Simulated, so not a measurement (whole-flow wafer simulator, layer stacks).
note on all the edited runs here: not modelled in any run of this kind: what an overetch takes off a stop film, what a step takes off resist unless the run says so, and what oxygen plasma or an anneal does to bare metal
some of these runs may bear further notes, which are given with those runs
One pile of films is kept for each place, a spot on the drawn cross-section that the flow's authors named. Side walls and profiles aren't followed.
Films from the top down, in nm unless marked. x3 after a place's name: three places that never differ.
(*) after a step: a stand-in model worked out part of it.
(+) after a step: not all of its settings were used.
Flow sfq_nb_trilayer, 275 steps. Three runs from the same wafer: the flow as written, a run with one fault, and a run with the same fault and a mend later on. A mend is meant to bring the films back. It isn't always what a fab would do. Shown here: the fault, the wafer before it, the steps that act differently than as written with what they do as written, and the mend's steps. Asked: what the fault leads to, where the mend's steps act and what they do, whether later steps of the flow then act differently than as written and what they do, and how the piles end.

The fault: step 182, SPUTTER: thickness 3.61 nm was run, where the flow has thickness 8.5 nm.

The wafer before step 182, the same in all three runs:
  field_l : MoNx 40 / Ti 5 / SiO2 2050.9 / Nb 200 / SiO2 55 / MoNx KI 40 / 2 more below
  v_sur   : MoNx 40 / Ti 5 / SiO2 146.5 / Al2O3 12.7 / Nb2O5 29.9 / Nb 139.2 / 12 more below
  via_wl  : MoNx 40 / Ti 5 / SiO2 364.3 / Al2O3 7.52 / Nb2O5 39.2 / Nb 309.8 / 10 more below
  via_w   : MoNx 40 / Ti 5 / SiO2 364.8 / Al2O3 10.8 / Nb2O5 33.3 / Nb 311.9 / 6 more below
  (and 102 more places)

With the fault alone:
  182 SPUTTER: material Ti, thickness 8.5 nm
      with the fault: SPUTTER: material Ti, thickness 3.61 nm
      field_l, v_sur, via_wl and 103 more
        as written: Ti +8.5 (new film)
        with the fault: Ti +3.61 (new film)
  Later steps of the flow that act differently than as written (11 more steps differ only slightly, by at most 2% or 0.5 nm, whichever is larger, and aren't shown):
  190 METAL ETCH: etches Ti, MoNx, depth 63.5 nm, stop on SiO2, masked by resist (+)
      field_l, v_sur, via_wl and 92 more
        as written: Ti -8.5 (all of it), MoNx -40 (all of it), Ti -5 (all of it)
        with the fault: Ti -3.61 (all of it), MoNx -40 (all of it), Ti -5 (all of it)
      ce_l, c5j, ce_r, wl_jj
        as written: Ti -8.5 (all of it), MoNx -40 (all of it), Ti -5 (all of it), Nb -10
        with the fault: Ti -3.61 (all of it), MoNx -40 (all of it), Ti -5 (all of it), Nb -14.9
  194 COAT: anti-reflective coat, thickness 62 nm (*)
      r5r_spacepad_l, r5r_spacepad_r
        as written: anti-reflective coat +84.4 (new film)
        with the fault: anti-reflective coat +82.3 (new film)
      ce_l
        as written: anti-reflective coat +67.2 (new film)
        with the fault: anti-reflective coat +69.3 (new film)
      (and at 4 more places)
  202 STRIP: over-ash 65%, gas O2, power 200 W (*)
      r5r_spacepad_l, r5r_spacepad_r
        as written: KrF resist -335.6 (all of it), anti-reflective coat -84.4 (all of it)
        with the fault: KrF resist -335.4 (all of it), anti-reflective coat -82.3 (all of it)
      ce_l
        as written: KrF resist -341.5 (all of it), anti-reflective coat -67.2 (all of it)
        with the fault: KrF resist -342.8 (all of it), anti-reflective coat -69.3 (all of it)
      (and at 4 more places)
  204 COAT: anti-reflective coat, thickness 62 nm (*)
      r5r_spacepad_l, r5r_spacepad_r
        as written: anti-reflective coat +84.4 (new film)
        with the fault: anti-reflective coat +82.3 (new film)
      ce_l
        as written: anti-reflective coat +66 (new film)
        with the fault: anti-reflective coat +68.2 (new film)
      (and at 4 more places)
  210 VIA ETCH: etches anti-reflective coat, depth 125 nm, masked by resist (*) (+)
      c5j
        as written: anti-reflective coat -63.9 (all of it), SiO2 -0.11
        with the fault: anti-reflective coat -65.3 (all of it), SiO2 -0.1
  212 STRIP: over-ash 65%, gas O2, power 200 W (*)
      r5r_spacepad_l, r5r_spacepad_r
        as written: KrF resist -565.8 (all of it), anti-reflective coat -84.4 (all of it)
        with the fault: KrF resist -565.2 (all of it), anti-reflective coat -82.3 (all of it)
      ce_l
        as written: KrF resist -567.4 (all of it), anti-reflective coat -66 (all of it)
        with the fault: KrF resist -568.3 (all of it), anti-reflective coat -68.2 (all of it)
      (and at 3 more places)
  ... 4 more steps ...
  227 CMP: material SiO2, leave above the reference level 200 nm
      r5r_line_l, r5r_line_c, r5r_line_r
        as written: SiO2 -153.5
        with the fault: SiO2 -148.6
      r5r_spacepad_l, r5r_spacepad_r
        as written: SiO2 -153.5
        with the fault: SiO2 -146.1
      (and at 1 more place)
  At the end the piles differ from the flow's by more than 2% or 0.5 nm, whichever is larger, at ce_l, ce_r, be_r and 7 more.
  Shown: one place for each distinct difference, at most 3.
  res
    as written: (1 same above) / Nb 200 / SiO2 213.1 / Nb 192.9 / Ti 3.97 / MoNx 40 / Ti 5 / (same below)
    with the fault: (1 same above) / Nb 200 / SiO2 218 / Nb 192.9 / MoNx 39.1 / Ti 5 / (same below)
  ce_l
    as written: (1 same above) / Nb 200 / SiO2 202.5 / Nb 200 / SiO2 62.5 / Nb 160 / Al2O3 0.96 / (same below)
    with the fault: (1 same above) / Nb 200 / SiO2 207.4 / Nb 200 / SiO2 62.5 / Nb 155.1 / Al2O3 0.96 / (same below)
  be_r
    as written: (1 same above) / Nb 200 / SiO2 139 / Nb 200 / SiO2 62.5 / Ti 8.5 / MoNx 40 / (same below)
    with the fault: (1 same above) / Nb 200 / SiO2 143.9 / Nb 200 / SiO2 62.5 / Ti 3.61 / MoNx 40 / (same below)

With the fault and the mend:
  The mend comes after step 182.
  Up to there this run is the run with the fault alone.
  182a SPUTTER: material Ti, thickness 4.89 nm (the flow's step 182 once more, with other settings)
      field_l, v_sur, via_wl and 103 more
        Ti +4.89
  No later step of the flow acts differently than as written at any place that is followed.
  At the end the piles are the same as the flow's at every place that both follow.
